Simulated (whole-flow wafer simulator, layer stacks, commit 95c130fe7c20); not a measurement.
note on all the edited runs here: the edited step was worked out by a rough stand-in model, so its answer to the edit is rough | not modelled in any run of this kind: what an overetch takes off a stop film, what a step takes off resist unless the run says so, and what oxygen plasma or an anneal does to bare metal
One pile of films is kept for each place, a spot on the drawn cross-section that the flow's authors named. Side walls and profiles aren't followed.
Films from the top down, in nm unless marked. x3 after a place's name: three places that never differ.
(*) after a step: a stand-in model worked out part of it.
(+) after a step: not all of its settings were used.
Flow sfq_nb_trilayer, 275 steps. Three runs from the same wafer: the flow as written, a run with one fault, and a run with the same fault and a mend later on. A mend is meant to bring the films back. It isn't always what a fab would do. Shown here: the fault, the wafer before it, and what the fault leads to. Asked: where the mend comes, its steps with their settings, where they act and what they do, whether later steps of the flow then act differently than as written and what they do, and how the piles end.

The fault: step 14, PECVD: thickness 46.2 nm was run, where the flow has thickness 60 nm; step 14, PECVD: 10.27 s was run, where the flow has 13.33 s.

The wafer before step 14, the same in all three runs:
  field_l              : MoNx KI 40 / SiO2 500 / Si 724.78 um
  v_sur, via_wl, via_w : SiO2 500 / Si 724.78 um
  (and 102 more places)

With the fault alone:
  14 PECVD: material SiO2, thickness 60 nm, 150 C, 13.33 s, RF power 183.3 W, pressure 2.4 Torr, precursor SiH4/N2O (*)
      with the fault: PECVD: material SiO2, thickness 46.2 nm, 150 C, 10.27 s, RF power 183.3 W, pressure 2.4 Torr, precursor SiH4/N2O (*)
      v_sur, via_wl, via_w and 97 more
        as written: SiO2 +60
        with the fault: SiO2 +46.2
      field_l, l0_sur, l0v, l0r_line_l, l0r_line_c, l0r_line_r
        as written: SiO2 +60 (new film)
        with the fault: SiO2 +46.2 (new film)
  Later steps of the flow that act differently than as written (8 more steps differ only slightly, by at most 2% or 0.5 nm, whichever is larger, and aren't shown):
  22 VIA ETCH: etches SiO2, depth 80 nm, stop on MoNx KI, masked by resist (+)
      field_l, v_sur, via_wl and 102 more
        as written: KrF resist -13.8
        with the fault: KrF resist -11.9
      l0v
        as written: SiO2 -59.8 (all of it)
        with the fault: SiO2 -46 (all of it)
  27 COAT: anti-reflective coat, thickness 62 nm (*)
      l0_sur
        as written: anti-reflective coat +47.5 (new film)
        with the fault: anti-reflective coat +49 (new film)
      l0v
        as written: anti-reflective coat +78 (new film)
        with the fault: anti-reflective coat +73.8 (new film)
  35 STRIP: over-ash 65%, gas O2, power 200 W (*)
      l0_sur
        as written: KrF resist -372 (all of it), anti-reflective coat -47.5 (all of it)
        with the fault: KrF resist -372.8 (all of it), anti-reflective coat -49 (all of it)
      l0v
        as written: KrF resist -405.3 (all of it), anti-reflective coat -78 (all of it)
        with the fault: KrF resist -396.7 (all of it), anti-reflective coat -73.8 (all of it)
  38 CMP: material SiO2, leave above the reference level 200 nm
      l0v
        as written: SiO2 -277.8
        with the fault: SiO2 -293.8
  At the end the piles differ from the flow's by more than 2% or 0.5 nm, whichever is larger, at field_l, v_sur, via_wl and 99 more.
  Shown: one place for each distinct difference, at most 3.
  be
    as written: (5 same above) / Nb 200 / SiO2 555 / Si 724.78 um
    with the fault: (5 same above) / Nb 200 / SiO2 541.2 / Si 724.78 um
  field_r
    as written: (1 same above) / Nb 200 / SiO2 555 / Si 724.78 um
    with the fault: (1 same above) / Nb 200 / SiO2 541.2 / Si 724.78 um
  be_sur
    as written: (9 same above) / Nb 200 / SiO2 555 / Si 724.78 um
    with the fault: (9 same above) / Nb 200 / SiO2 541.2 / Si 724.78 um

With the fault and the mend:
  The mend comes after step 20.
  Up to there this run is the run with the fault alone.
  20a STRIP: over-ash 65%, gas O2, power 200 W (*)
      p4_fl x3, p4_w1 x9, p4_g1 x2 and 59 more
        KrF resist -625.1 (all of it), anti-reflective coat -62 (all of it)
      jj_sur, ce_l, c5j, ce_r, sp_r, be_r, r_sur
        KrF resist -632 (all of it), anti-reflective coat -63.7 (all of it)
      l0r_line_l, l0r_line_c, l0r_line_r
        KrF resist -621.1 (all of it), anti-reflective coat -58.9 (all of it)
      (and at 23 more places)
  20b PECVD: material SiO2, thickness 13.8 nm, 150 C, 3.067 s, RF power 183.3 W, pressure 2.4 Torr, precursor SiH4/N2O (the flow's step 14 once more, with other settings)
      field_l, v_sur, via_wl and 103 more
        SiO2 +13.8
  20c COAT: anti-reflective coat, thickness 62 nm (*) (the flow's step 15 once more)
      p4_fl x3, p4_w1 x9, p4_g1 x2 and 59 more
        anti-reflective coat +62 (new film)
      be_sur, gap, jj_sur and 8 more
        anti-reflective coat +63.7 (new film)
      wire, be, moat, field_r, lsp_l
        anti-reflective coat +63.8 (new film)
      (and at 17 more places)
  20d COAT: KrF resist, thickness 650 nm (*) (the flow's step 16 once more)
      p4_fl x3, p4_w1 x9, p4_g1 x2 and 59 more
        KrF resist +650 (new film)
      jj_sur, ce_l, c5j, ce_r, sp_r, be_r, r_sur
        KrF resist +656.9 (new film)
      l0r_line_l, l0r_line_c, l0r_line_r
        KrF resist +646 (new film)
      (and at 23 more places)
  20e SOFTBAKE: KrF resist (the flow's step 17 once more)
      changes no film at any place that is followed
  20f EXPOSE: photomask L0V, dose 12.41 mJ/cm2, NA 0.6, wavelength 248 nm (*) (the flow's step 18 once more)
      changes no film at any place that is followed
  20g PEB: KrF resist, 90 s (the flow's step 19 once more)
      p4_fl x3, p4_w1 x9, p4_g1 x2 and 59 more
        KrF resist -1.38
      via_v, wire, be and 15 more
        KrF resist -1.39
      v_sur, via_w, via_wr, via_sp, lsp_m, ln_m6, lsp_r
        KrF resist -1.4
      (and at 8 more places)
  20h DEVELOP: KrF resist, thickness 650 nm, 60 s (the flow's step 20 once more)
      field_l, v_sur, via_wl and 102 more
        KrF resist -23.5
      l0v
        KrF resist -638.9 (all of it)
  No later step of the flow acts differently than as written, at any place that is followed, by more than 2% or 0.5 nm, whichever is larger.
  At the end the piles are the same as the flow's at every place that both follow.
